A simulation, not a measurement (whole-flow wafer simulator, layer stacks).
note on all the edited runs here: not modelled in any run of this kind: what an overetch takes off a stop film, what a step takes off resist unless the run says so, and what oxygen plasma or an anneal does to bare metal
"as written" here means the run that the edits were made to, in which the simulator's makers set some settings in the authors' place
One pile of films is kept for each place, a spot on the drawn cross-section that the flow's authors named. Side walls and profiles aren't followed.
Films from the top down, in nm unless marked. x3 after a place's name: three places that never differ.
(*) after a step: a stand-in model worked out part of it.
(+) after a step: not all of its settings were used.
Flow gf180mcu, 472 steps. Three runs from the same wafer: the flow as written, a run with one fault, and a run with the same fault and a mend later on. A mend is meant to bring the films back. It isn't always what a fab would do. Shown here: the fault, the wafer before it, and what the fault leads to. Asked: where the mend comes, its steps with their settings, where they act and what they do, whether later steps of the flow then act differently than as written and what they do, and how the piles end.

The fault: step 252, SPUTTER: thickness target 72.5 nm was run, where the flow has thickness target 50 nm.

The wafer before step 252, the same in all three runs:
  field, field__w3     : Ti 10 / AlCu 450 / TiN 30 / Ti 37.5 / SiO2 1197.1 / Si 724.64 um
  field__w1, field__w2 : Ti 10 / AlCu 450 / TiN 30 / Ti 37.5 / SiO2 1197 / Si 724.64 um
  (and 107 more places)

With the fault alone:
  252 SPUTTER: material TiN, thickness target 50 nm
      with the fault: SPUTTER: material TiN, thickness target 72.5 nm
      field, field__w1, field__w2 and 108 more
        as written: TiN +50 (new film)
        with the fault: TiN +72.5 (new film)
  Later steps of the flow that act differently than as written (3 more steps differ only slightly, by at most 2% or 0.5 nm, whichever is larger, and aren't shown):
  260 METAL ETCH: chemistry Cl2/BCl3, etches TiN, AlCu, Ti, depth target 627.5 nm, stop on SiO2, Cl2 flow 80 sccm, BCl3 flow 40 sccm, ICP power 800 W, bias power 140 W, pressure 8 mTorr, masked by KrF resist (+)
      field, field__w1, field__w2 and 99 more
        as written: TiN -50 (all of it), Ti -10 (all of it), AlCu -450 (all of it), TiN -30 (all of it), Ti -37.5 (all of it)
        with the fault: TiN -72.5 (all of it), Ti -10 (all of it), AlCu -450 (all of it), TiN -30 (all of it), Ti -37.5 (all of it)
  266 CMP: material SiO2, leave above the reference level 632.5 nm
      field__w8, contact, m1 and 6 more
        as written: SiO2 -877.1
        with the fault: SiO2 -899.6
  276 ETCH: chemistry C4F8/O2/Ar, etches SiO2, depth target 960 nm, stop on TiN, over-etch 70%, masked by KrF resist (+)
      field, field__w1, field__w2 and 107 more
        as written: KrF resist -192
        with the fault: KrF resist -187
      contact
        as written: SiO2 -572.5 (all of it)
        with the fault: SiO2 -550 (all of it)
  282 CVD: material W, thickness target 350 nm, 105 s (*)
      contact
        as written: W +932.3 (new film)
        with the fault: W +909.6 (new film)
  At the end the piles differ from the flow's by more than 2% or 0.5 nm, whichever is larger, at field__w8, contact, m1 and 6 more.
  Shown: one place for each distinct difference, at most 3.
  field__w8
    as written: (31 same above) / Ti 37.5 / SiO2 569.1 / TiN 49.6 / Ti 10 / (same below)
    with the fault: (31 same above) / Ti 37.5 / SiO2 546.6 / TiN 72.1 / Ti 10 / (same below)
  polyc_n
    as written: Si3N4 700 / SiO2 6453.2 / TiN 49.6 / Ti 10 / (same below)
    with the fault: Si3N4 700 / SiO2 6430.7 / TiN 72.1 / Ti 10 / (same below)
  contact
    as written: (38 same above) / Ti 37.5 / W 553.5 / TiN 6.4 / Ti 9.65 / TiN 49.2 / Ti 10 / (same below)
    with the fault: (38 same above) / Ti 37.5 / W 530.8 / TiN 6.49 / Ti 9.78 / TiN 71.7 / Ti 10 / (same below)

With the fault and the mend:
  The mend comes after step 252.
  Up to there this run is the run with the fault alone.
  252a METAL ETCH: chemistry Cl2/BCl3, etches TiN, AlCu, Ti, depth target 22.5 nm, Cl2 flow 80 sccm, BCl3 flow 40 sccm, ICP power 800 W, bias power 140 W, pressure 8 mTorr
      field, field__w1, field__w2 and 108 more
        TiN -22.5
  No later step of the flow acts differently than as written at any place that is followed.
  At the end the piles are the same as the flow's at every place that both follow.
